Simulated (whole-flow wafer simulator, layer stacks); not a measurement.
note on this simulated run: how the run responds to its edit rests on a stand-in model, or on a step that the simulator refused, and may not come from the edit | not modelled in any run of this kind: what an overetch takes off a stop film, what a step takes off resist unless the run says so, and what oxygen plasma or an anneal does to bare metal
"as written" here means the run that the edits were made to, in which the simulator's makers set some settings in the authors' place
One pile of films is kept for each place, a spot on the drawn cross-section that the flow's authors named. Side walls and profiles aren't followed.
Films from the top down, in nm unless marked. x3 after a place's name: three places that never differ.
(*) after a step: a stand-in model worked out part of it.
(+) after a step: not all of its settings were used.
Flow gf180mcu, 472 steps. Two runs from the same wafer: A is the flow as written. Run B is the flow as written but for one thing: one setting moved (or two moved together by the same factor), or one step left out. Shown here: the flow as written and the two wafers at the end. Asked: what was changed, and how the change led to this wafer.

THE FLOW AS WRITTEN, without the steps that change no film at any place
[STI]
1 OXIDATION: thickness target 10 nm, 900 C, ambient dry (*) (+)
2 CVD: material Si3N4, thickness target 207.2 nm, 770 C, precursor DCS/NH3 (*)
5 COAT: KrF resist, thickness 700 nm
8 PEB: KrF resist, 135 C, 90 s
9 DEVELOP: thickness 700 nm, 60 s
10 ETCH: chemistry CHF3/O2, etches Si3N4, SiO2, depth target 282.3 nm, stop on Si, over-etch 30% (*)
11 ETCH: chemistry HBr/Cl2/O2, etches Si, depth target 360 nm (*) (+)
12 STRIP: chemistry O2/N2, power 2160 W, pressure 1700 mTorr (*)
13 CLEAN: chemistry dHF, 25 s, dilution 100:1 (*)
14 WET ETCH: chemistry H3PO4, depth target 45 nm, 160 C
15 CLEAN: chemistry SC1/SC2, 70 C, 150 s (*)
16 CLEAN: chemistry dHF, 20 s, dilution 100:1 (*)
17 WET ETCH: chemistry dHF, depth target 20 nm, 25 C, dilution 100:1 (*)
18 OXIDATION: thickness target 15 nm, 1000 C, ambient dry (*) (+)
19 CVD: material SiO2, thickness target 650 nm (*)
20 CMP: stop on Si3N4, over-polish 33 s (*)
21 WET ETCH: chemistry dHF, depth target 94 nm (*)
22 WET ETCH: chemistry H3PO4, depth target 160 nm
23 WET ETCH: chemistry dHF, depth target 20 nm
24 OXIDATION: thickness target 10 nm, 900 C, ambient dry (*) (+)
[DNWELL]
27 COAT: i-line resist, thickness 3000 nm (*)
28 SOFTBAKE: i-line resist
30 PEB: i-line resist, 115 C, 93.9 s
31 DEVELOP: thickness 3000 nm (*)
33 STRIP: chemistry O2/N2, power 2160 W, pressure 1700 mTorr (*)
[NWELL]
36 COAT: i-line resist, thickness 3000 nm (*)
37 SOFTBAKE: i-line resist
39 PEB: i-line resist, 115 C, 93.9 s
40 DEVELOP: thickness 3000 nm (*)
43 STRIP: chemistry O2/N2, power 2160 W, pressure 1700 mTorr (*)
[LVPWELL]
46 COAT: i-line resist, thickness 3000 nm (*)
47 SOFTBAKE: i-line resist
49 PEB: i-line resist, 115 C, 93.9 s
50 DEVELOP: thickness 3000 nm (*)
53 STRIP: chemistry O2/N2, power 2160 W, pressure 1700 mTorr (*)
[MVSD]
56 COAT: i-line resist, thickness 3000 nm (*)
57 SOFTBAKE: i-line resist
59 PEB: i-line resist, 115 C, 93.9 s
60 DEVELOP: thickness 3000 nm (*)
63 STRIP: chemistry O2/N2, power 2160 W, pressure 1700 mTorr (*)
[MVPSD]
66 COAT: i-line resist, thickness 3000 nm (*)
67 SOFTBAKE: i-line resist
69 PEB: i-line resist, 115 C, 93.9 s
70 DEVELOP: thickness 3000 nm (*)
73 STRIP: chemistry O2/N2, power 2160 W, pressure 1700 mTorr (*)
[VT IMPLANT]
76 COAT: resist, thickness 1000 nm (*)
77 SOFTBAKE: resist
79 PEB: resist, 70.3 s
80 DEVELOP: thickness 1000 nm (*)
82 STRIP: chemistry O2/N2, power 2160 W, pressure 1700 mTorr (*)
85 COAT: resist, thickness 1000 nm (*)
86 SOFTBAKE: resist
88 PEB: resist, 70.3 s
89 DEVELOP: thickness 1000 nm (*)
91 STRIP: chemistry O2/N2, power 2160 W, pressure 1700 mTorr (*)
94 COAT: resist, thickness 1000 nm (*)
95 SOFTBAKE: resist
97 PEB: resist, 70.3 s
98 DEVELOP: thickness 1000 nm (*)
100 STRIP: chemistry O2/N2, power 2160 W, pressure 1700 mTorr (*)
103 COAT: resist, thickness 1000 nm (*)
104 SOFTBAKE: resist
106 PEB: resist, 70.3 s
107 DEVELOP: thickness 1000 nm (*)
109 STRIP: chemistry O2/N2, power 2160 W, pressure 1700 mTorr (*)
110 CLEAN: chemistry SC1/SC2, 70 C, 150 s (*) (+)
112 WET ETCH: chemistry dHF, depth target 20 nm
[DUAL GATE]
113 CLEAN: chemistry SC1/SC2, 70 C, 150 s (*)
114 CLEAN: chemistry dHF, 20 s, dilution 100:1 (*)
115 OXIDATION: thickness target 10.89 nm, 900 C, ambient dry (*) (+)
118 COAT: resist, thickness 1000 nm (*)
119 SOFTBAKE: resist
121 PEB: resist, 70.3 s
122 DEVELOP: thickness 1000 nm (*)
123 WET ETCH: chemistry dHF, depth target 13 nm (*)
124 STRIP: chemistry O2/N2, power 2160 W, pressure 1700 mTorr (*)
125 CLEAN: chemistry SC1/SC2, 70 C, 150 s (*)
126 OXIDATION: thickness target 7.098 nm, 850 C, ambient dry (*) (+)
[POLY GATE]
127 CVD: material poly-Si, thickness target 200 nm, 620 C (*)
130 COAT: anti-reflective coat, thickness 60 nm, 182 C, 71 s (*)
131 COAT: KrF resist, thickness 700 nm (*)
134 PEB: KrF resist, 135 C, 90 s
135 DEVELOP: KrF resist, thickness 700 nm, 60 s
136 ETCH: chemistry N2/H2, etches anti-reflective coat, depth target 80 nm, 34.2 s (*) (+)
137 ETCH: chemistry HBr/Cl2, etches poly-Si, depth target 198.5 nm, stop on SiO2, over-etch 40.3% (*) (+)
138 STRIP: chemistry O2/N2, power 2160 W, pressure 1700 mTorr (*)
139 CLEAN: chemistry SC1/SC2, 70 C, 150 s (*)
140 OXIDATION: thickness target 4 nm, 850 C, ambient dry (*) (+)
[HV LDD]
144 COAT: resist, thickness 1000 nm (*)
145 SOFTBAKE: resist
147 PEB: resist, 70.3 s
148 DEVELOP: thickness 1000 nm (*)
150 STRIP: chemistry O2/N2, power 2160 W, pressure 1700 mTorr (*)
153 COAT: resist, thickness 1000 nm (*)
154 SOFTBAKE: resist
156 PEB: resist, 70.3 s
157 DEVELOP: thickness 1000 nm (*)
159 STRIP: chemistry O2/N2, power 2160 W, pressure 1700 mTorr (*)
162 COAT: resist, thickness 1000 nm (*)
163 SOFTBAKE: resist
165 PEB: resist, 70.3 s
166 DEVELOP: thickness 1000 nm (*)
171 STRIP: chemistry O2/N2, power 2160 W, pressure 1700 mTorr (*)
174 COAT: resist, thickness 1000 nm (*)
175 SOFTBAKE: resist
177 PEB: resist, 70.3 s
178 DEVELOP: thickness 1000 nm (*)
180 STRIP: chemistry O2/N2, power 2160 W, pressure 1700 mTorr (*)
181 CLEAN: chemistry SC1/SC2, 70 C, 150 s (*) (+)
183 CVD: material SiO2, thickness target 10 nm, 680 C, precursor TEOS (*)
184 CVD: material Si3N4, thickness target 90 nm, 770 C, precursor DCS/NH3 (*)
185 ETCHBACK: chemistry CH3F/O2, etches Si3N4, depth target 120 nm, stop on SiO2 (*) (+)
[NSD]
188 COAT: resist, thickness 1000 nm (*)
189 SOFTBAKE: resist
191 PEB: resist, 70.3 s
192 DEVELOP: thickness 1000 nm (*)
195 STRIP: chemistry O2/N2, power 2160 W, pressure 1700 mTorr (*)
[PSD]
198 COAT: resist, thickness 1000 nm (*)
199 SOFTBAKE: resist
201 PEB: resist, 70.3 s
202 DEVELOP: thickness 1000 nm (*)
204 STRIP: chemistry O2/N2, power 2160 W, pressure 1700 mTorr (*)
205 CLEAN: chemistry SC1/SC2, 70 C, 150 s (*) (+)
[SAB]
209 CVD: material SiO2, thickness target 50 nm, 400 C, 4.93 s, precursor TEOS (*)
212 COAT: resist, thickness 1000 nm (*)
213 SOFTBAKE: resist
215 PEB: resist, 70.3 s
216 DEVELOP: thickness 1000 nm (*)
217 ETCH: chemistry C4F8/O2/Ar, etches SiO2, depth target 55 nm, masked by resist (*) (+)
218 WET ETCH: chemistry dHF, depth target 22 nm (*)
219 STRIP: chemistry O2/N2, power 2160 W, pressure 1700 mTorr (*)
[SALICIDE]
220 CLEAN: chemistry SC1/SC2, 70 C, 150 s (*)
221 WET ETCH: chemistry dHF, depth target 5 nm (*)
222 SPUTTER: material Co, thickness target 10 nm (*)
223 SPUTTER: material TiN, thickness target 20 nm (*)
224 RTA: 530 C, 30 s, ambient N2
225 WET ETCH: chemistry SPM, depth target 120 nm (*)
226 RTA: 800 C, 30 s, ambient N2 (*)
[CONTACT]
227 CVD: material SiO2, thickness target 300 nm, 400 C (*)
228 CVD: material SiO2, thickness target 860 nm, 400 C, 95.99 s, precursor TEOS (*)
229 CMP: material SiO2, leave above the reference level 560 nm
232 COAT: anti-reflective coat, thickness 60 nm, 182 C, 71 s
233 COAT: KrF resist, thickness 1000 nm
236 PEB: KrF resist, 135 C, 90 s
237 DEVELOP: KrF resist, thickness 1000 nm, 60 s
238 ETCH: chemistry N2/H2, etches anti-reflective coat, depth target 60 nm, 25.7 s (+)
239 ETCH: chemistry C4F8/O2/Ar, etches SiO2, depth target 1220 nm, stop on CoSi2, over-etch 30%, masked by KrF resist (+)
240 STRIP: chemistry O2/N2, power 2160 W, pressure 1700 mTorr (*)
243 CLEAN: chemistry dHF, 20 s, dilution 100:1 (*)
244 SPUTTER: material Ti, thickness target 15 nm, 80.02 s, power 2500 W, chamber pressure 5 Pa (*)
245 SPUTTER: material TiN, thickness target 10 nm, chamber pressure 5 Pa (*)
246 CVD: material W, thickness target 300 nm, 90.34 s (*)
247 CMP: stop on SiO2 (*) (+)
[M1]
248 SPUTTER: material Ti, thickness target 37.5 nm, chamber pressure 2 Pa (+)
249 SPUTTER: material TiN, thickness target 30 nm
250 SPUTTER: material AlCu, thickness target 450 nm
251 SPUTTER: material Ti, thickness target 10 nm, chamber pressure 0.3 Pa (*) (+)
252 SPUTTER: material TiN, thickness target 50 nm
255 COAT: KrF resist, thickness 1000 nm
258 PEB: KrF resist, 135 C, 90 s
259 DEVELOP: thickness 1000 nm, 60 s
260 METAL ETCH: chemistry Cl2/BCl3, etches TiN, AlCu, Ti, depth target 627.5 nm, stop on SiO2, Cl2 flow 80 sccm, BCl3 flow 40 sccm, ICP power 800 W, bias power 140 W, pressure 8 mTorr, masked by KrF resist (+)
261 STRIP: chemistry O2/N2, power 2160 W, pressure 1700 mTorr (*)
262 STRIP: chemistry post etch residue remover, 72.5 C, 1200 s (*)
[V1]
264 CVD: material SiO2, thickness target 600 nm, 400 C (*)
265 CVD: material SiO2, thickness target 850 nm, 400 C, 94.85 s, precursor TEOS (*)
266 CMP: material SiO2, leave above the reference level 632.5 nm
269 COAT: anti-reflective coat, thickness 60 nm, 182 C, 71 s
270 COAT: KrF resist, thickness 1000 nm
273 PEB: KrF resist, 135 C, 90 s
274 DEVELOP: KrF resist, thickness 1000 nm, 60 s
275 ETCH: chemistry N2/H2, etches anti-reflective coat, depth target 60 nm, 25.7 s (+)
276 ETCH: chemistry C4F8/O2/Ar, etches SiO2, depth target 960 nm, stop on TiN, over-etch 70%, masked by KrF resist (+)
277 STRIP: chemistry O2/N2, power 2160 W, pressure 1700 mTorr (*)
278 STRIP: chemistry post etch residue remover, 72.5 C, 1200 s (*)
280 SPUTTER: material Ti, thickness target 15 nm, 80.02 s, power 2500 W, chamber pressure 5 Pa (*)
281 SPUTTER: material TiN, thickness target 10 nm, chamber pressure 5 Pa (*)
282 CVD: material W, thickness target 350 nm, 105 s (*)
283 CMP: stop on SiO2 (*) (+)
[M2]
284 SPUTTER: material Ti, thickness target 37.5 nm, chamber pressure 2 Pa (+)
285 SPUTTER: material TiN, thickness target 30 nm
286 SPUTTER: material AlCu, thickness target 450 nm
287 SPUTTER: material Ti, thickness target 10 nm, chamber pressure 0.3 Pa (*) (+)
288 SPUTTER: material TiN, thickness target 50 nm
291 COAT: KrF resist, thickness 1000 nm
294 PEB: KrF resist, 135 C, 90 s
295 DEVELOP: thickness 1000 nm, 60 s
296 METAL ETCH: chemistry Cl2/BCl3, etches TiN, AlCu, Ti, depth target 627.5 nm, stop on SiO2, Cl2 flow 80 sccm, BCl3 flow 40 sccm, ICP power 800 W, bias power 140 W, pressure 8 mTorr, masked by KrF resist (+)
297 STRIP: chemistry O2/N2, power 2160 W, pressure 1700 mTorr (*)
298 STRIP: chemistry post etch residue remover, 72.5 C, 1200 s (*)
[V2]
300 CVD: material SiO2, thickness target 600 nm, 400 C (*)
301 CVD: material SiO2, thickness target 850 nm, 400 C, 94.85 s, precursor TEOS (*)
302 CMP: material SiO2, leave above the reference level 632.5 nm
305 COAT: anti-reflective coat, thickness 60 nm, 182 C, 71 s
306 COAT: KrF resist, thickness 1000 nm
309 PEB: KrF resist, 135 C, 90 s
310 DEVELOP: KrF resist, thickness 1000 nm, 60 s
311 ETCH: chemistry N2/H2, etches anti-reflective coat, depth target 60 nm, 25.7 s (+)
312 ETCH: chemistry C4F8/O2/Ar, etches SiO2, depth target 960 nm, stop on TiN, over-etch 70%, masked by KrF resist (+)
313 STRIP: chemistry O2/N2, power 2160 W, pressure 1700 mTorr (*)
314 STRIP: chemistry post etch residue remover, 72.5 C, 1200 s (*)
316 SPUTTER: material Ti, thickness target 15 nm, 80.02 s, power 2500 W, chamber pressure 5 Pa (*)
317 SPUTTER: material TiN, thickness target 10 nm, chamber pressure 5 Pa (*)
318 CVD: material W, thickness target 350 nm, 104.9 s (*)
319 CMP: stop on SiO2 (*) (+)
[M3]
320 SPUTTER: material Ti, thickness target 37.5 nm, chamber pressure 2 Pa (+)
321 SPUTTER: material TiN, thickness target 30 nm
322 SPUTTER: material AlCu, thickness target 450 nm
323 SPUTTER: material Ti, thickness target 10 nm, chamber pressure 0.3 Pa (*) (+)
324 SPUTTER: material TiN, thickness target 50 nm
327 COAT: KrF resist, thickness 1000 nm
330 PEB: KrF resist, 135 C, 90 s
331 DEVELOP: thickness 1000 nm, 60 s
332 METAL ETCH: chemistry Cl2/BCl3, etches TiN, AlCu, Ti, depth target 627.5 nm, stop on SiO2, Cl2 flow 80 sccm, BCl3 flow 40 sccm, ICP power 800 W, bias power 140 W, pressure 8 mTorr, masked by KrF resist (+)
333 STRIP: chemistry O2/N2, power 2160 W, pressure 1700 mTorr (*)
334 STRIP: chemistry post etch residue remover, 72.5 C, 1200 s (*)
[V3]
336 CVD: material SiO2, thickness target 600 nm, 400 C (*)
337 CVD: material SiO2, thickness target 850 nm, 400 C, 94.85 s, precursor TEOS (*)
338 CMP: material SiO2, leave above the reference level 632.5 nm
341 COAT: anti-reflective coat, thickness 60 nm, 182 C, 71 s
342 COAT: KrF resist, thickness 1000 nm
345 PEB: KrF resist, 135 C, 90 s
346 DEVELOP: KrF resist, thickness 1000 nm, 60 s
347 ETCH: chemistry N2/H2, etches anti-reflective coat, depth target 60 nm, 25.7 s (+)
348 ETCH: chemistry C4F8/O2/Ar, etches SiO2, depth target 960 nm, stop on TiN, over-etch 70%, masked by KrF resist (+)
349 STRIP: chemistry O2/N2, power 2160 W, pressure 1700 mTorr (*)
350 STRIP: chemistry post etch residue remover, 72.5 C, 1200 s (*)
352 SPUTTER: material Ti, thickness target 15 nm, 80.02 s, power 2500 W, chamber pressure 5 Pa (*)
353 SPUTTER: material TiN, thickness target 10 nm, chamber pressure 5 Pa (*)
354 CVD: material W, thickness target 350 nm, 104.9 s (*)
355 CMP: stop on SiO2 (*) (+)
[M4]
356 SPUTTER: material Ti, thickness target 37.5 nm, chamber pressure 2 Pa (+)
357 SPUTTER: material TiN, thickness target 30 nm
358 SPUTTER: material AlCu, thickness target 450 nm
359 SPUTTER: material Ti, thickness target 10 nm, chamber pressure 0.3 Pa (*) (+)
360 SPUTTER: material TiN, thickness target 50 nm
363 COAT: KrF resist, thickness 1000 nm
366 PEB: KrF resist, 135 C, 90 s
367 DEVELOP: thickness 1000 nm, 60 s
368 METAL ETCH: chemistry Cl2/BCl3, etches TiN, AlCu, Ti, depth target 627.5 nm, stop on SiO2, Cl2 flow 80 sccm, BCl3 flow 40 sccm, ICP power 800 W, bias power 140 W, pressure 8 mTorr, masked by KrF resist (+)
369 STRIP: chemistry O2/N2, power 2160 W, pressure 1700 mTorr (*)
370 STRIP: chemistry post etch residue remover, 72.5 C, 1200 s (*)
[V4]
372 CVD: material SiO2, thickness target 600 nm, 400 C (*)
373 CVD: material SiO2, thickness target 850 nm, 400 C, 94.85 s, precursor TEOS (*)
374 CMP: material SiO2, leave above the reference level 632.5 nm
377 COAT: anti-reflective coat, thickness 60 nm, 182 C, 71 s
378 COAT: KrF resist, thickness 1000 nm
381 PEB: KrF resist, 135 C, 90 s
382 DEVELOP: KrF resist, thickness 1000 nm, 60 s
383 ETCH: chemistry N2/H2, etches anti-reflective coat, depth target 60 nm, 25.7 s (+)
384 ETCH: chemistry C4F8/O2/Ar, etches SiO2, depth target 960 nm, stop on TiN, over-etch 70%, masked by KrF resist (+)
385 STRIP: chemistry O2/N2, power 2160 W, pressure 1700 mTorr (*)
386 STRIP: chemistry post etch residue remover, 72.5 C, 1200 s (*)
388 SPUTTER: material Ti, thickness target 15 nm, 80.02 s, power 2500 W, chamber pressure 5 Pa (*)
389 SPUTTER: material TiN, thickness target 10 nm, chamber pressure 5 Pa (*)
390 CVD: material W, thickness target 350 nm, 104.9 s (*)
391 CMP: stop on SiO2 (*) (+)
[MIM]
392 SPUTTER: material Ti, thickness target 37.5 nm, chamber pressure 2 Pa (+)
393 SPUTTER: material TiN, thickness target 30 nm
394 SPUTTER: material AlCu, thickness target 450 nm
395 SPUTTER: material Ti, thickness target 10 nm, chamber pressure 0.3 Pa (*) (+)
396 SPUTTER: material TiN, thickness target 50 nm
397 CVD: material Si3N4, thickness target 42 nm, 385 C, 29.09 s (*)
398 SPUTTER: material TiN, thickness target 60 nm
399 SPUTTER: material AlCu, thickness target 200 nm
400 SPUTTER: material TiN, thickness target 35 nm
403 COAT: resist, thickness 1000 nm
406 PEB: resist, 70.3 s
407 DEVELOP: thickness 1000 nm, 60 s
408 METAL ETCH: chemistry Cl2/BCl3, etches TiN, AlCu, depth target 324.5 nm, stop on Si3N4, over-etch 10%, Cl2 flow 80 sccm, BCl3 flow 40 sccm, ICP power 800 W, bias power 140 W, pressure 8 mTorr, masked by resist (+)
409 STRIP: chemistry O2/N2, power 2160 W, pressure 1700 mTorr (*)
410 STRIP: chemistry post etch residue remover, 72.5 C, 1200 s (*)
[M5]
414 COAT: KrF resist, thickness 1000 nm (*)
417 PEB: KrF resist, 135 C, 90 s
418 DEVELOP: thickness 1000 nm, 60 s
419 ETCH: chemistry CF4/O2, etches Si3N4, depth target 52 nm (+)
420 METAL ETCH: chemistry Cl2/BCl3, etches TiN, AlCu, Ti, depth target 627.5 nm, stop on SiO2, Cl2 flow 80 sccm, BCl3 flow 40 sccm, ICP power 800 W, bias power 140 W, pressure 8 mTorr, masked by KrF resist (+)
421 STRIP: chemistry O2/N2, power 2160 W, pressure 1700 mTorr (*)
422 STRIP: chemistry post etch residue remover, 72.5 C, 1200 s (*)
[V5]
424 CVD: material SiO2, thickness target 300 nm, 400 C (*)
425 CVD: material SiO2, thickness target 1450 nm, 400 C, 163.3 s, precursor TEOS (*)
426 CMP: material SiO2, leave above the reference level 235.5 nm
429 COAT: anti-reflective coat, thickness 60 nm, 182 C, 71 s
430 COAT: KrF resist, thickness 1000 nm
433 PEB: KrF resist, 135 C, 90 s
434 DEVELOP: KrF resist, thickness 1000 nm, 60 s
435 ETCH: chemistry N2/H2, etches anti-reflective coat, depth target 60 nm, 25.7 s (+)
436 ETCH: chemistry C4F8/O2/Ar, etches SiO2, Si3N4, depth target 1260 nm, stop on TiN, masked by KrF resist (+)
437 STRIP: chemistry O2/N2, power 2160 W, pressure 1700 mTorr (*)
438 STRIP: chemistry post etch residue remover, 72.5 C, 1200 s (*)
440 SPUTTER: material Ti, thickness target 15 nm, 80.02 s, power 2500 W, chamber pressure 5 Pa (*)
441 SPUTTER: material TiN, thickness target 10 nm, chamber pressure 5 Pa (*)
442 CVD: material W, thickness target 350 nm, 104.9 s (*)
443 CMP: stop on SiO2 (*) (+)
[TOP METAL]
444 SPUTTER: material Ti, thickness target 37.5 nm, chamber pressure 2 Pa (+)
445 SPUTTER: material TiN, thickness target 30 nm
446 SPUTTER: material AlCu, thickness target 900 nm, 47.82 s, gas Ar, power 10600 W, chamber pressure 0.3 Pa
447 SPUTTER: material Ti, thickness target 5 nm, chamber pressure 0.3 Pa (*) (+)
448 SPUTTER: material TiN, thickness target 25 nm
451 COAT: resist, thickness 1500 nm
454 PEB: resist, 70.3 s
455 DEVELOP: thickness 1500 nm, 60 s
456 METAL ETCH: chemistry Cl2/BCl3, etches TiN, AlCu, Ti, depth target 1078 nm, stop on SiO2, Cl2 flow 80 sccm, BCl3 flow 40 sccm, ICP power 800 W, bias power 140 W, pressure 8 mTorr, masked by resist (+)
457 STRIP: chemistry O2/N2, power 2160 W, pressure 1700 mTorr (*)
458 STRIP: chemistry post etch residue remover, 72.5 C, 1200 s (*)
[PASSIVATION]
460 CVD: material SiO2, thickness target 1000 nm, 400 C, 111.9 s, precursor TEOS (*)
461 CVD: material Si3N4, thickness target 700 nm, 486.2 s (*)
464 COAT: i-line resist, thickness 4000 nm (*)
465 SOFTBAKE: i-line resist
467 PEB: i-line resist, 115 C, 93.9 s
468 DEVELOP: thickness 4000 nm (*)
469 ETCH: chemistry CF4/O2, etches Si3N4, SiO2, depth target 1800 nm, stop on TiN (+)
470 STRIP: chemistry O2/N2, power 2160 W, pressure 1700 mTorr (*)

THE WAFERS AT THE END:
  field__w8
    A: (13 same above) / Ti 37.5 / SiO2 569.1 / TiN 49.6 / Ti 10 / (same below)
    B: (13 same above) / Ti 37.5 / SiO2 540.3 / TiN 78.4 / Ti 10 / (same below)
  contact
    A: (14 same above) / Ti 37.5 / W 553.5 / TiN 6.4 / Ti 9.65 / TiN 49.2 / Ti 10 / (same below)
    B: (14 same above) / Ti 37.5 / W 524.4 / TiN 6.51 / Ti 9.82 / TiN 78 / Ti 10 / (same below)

The cause: step 360, SPUTTER: thickness target 78.8 nm was run, where the flow has thickness target 50 nm.

How the change led to this, step by step:
  360 SPUTTER: material TiN, thickness target 50 nm
      field, field__w1, field__w2 and 108 more: A TiN +50 (new film) | B TiN +78.8 (new film)
  368 METAL ETCH: chemistry Cl2/BCl3, etches TiN, AlCu, Ti, depth target 627.5 nm, stop on SiO2, Cl2 flow 80 sccm, BCl3 flow 40 sccm, ICP power 800 W, bias power 140 W, pressure 8 mTorr, masked by KrF resist (+)
      field, field__w1, field__w2 and 103 more: A TiN -50 (all of it), Ti -10 (all of it), AlCu -450 (all of it), TiN -30 (all of it), Ti -37.5 (all of it) | B TiN -78.8 (all of it), Ti -10 (all of it), AlCu -450 (all of it), TiN -30 (all of it), Ti -37.5 (all of it)
  374 CMP: material SiO2, leave above the reference level 632.5 nm
      field__w8, contact, m1, m1__w1, m1_nw: A SiO2 -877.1 | B SiO2 -905.9
  384 ETCH: chemistry C4F8/O2/Ar, etches SiO2, depth target 960 nm, stop on TiN, over-etch 70%, masked by KrF resist (+)
      field, field__w1, field__w2 and 107 more: A KrF resist -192 | B KrF resist -184.8
      contact: A SiO2 -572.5 (all of it) | B SiO2 -543.7 (all of it)
  390 CVD: material W, thickness target 350 nm, 104.9 s (*)
      contact: A W +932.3 (new film) | B W +903.2 (new film)
